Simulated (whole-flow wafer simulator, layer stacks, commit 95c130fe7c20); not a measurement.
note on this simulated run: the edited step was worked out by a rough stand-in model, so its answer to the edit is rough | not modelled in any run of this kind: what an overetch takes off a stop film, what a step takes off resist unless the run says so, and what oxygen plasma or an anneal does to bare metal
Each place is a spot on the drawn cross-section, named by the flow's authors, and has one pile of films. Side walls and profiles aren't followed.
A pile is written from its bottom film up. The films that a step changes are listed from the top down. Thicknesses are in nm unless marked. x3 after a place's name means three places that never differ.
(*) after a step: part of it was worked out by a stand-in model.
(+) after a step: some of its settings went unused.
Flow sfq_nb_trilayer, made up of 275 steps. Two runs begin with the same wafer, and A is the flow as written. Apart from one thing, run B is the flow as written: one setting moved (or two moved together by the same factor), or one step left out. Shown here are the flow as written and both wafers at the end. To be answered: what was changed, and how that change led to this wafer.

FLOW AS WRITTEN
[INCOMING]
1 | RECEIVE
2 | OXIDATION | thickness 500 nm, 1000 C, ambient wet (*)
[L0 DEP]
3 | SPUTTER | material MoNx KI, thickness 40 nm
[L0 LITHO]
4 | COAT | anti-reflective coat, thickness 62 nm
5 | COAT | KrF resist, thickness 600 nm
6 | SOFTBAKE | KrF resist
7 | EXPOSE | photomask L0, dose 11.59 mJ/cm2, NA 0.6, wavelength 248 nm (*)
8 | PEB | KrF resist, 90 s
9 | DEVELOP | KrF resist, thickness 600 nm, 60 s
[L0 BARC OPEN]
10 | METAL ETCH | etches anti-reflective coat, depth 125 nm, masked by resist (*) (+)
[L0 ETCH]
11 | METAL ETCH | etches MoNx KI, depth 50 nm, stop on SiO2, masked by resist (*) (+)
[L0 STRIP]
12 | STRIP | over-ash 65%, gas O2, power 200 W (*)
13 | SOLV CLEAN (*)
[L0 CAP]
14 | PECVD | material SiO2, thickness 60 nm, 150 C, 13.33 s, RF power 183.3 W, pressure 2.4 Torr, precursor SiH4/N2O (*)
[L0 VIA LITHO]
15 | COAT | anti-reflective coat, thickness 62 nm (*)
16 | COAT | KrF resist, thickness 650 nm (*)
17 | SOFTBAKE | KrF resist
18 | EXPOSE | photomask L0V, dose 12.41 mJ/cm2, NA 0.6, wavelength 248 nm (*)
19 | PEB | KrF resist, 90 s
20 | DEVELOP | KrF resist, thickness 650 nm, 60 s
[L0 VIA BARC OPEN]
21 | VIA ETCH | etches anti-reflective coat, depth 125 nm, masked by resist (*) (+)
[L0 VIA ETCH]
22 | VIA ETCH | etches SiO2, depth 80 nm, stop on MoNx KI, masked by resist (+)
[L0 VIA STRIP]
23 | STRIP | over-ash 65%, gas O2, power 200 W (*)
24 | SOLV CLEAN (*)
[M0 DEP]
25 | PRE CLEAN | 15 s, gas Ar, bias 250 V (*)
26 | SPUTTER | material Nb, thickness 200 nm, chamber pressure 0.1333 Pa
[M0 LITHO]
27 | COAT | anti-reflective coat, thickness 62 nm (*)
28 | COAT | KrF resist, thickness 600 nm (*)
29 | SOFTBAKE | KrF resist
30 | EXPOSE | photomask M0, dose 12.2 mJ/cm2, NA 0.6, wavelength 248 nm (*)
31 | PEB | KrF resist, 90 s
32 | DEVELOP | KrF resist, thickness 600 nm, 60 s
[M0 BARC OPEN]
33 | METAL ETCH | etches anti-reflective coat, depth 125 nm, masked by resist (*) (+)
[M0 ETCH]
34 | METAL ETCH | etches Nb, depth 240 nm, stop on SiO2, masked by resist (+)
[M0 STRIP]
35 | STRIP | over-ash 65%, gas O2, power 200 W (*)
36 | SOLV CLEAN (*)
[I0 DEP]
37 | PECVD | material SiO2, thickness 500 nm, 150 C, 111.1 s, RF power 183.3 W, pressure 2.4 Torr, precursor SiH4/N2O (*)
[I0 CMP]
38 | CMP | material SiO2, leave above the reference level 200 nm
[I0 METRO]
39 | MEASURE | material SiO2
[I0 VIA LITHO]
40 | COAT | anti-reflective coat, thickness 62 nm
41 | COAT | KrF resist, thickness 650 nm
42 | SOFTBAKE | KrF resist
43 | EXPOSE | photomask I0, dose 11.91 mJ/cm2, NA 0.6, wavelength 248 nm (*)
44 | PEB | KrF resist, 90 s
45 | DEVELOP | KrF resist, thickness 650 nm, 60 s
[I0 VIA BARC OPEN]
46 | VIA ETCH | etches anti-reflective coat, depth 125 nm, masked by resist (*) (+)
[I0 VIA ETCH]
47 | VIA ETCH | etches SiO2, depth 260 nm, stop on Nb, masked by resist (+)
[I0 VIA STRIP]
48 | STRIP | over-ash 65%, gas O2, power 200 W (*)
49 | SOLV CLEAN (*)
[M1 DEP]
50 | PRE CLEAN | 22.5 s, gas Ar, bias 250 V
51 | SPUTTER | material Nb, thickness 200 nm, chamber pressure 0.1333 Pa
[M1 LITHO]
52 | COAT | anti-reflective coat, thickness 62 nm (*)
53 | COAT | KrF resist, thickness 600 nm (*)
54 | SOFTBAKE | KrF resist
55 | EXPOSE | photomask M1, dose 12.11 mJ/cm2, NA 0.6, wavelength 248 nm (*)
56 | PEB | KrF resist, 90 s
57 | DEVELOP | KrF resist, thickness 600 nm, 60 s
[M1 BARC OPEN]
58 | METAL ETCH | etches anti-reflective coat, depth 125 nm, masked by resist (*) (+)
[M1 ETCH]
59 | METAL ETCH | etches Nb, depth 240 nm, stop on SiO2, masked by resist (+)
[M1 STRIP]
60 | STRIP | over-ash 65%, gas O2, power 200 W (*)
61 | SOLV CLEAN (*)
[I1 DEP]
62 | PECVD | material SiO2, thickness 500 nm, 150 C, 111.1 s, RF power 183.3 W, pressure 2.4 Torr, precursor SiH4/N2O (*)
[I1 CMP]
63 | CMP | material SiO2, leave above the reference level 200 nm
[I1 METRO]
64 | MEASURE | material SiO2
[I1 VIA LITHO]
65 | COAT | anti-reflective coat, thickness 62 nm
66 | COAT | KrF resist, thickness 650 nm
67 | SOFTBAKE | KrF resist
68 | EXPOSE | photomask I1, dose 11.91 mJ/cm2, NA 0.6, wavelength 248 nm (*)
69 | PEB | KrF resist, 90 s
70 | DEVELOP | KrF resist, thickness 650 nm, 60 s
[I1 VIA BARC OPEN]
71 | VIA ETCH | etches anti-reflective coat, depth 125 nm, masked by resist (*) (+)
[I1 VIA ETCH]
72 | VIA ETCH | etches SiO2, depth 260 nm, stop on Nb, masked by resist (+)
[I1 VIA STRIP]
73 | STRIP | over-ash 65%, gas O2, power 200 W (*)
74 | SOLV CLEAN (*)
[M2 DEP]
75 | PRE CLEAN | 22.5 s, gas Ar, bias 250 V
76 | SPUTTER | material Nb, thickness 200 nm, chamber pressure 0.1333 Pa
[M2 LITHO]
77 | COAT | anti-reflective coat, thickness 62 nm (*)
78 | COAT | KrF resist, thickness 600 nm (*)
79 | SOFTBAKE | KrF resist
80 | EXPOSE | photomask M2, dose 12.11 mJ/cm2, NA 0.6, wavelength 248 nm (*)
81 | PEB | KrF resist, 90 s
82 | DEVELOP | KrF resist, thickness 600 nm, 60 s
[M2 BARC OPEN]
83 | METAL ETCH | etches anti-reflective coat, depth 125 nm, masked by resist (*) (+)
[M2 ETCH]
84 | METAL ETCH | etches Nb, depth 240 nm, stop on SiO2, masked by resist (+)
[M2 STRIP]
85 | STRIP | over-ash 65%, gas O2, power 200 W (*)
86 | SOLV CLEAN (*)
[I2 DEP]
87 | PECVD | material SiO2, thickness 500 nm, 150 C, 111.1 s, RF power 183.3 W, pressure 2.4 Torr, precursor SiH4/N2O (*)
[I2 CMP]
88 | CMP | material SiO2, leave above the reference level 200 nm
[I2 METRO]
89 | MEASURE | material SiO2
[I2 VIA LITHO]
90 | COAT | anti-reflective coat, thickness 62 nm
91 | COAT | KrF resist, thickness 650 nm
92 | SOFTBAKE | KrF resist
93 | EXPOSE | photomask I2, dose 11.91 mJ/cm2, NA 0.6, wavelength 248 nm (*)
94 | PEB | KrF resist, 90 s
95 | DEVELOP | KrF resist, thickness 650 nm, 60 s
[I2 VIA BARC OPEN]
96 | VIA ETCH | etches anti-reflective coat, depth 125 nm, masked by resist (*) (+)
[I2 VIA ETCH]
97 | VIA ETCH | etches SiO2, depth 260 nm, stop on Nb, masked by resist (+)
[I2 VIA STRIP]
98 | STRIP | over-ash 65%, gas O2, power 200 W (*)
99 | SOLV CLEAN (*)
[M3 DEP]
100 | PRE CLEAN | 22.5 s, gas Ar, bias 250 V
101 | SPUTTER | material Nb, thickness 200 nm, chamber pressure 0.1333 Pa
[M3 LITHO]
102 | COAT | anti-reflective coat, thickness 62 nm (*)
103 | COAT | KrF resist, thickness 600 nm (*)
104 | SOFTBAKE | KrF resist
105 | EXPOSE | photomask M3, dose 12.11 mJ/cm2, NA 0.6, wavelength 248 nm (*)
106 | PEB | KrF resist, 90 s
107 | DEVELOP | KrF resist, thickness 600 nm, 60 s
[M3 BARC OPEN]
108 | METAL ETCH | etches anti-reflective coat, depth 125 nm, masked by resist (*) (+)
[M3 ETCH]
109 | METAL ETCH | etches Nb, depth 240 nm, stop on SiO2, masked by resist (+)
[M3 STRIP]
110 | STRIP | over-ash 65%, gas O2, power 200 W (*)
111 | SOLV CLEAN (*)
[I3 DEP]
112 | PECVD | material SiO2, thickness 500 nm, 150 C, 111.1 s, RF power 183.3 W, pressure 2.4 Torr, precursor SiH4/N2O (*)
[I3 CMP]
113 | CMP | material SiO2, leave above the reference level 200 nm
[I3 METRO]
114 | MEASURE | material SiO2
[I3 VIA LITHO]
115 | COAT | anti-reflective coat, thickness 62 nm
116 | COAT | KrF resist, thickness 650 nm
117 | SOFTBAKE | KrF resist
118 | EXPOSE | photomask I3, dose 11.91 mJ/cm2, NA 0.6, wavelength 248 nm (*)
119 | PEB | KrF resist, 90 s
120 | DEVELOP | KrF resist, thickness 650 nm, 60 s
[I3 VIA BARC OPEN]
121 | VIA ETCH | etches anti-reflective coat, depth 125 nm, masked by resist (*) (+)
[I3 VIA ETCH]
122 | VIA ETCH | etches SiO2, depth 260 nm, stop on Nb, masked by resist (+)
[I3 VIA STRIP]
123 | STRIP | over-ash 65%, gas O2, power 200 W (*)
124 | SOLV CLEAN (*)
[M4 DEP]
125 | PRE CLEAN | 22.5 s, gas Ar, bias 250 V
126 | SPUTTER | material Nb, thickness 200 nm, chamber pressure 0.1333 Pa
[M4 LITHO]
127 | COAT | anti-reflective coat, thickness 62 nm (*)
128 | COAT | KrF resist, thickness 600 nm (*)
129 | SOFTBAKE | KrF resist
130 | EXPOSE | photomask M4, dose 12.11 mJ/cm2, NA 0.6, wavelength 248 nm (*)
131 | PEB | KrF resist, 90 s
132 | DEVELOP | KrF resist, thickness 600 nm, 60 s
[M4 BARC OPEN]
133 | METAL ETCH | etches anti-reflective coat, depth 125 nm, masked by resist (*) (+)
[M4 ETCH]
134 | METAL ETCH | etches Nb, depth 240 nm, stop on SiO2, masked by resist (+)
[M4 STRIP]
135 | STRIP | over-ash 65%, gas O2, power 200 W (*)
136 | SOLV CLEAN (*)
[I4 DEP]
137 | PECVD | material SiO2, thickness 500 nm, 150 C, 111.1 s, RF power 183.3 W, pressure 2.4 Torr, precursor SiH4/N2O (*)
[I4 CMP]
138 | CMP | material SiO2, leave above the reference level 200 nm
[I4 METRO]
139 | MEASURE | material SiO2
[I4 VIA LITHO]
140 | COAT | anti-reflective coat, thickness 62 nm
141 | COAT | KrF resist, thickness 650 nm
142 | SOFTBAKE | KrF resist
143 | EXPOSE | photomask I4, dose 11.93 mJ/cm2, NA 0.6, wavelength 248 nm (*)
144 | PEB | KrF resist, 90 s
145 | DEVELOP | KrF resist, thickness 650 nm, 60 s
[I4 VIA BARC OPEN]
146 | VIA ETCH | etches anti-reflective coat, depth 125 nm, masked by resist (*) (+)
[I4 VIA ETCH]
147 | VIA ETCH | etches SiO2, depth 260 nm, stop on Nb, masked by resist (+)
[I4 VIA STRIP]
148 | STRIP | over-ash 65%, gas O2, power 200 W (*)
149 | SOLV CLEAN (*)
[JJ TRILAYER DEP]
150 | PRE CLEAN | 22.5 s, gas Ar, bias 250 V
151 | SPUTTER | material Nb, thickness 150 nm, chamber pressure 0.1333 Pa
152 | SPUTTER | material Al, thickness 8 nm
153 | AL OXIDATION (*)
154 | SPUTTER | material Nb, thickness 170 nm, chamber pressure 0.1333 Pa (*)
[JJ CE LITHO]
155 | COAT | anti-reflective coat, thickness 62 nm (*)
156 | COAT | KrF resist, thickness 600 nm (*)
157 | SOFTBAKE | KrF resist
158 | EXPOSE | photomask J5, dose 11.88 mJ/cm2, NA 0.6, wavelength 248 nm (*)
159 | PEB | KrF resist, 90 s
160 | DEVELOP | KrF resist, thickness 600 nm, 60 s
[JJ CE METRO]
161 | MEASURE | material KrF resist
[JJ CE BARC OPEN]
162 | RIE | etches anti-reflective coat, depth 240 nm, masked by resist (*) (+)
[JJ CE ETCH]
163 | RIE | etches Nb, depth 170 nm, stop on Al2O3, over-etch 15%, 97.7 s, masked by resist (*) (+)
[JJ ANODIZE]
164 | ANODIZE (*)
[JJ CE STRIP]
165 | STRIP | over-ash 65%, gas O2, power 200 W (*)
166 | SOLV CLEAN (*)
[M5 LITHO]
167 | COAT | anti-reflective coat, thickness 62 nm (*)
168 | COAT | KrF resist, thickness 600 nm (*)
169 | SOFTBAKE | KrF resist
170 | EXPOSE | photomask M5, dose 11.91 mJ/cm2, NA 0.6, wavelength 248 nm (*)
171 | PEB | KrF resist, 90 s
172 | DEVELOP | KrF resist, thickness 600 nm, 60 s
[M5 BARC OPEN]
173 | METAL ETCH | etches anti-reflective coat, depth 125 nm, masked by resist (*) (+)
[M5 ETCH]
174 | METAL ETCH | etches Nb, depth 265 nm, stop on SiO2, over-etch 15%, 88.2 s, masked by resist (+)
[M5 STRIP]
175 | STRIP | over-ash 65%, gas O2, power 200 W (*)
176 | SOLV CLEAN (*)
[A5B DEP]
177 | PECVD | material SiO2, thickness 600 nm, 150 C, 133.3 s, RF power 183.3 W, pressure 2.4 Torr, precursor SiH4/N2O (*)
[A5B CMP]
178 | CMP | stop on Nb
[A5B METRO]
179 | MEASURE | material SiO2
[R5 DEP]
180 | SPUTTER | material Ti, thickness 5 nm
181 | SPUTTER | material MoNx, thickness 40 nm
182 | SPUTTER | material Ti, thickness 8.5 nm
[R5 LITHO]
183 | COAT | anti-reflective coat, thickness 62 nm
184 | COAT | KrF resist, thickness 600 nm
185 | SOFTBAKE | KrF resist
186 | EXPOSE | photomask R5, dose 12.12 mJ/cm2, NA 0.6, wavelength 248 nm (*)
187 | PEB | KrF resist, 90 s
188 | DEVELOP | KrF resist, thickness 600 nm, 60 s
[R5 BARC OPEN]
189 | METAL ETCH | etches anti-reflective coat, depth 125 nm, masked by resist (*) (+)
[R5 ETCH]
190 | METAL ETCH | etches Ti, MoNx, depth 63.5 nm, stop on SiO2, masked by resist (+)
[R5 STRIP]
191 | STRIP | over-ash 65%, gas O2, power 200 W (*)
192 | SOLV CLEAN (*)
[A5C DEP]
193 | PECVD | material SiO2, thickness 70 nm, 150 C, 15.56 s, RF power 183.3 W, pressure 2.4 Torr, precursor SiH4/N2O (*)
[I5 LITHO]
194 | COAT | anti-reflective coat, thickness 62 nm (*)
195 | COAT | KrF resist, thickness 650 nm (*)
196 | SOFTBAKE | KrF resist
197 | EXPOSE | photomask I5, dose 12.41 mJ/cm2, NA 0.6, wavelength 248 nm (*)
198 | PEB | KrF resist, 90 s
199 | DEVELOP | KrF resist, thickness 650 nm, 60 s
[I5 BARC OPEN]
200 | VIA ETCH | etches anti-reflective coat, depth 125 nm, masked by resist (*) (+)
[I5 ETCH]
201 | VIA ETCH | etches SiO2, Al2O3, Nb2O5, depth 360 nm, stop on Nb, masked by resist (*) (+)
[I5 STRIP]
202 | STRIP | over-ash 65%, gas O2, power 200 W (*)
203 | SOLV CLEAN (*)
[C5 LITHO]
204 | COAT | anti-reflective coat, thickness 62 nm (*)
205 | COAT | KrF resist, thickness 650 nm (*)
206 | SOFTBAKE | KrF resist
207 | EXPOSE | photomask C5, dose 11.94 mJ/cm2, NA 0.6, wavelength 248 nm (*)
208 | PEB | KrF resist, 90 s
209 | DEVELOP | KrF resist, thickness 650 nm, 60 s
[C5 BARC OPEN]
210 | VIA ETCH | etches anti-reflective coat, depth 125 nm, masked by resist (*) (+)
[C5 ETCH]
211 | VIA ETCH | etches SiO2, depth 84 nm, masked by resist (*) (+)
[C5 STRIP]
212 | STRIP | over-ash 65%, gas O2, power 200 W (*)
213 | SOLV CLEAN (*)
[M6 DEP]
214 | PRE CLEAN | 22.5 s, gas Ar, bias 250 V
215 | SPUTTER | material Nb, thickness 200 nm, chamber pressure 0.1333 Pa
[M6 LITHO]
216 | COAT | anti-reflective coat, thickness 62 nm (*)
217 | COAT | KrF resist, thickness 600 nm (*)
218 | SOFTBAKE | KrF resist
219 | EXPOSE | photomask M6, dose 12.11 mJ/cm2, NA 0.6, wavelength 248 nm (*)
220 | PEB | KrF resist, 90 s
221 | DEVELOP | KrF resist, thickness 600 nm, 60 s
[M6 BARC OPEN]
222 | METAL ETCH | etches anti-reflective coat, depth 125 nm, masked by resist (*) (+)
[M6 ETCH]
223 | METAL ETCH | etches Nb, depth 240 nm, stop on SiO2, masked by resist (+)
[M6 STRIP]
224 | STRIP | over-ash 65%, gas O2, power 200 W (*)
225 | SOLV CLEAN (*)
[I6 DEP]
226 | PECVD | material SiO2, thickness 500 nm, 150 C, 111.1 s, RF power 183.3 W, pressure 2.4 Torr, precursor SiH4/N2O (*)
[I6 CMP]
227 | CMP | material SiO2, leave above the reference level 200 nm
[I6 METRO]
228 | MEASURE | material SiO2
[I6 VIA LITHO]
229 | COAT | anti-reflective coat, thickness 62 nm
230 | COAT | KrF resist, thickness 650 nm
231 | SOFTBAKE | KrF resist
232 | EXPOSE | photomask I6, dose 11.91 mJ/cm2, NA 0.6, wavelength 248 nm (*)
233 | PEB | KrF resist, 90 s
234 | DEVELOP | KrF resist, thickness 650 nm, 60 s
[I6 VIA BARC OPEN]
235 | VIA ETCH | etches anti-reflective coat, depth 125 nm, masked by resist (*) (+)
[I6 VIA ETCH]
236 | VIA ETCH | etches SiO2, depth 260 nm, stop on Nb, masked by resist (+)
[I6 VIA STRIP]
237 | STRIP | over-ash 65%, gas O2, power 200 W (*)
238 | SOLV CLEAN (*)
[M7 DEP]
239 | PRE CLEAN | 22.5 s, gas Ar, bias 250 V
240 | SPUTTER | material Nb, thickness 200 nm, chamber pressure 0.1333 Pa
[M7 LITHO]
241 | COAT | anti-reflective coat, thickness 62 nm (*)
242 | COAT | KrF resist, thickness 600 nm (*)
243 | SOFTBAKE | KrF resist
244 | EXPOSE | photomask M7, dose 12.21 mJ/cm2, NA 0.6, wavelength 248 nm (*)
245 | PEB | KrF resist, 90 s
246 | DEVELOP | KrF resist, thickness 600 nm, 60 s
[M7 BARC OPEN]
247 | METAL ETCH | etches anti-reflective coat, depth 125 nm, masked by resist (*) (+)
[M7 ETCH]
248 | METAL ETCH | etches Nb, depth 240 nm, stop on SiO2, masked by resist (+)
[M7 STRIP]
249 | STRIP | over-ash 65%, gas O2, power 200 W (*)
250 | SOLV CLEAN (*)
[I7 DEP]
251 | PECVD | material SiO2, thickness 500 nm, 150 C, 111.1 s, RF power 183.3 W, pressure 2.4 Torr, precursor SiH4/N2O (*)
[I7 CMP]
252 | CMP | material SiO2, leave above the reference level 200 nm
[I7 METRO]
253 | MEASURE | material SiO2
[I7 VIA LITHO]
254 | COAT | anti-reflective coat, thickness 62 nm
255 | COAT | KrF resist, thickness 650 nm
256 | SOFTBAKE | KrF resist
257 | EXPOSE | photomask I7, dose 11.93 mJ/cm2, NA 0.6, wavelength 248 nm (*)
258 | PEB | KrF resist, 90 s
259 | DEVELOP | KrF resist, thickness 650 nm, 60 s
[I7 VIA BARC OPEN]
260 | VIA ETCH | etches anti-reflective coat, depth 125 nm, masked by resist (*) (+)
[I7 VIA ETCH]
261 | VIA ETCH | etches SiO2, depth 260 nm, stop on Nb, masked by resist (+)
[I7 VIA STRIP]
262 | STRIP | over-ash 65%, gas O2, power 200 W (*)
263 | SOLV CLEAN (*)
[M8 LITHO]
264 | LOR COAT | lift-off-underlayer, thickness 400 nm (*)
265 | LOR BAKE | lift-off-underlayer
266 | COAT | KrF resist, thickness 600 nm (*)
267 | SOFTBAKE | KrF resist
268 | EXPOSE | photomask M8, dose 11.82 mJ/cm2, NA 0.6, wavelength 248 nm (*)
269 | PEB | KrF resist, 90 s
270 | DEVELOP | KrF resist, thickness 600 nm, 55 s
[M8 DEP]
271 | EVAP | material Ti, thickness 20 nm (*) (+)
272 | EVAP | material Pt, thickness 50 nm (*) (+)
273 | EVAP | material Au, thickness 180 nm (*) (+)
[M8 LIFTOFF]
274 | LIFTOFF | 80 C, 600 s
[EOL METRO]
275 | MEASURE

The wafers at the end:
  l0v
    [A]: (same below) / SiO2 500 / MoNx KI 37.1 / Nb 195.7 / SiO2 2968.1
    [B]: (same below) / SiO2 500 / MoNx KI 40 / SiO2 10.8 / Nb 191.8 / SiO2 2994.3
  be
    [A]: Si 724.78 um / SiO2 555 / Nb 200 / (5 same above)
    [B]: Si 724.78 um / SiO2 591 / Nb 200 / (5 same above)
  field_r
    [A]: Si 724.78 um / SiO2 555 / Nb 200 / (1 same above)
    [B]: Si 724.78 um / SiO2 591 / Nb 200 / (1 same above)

Cause: step 14, PECVD: thickness 96 nm was run, whereas the flow has thickness 60 nm; step 14, PECVD: 21.33 s was run, where the flow has 13.33 s.

The path from the change to this, step by step:
  14 | PECVD | material SiO2, thickness 60 nm, 150 C, 13.33 s, RF power 183.3 W, pressure 2.4 Torr, precursor SiH4/N2O (*)
      v_sur, via_wl, via_w and 97 more: A +60 SiO2 | B +96 SiO2
      field_l, l0_sur, l0v, l0r_line_l, l0r_line_c, l0r_line_r: A +60 SiO2 (new film) | B +96 SiO2 (new film)
  22 | VIA ETCH | etches SiO2, depth 80 nm, stop on MoNx KI, masked by resist (+)
      l0v: A -59.8 SiO2 (all of it) | B -80 SiO2
  25 | PRE CLEAN | 15 s, gas Ar, bias 250 V (*)
      l0v: A -2.91 MoNx KI | B -5 SiO2
  27 | COAT | anti-reflective coat, thickness 62 nm (*)
      l0_sur: A +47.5 anti-reflective coat (new film) | B +45.9 anti-reflective coat (new film)
      l0v: A +78 anti-reflective coat (new film) | B +83.5 anti-reflective coat (new film)
  28 | COAT | KrF resist, thickness 600 nm (*)
      l0v: A +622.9 KrF resist (new film) | B +637.9 KrF resist (new film)
  35 | STRIP | over-ash 65%, gas O2, power 200 W (*)
      l0_sur: A -372 KrF resist (all of it), -47.5 anti-reflective coat (all of it) | B -369.6 KrF resist (all of it), -45.9 anti-reflective coat (all of it)
      l0v: A -405.3 KrF resist (all of it), -78 anti-reflective coat (all of it) | B -420.2 KrF resist (all of it), -83.5 anti-reflective coat (all of it)
  38 | CMP | material SiO2, leave above the reference level 200 nm
      l0v: A -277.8 SiO2 | B -251.6 SiO2
With metal films that touch counted as one body, l0v has 2 bodies (between them, from the top down: SiO2 10.8); the flow as written gives 1 body.
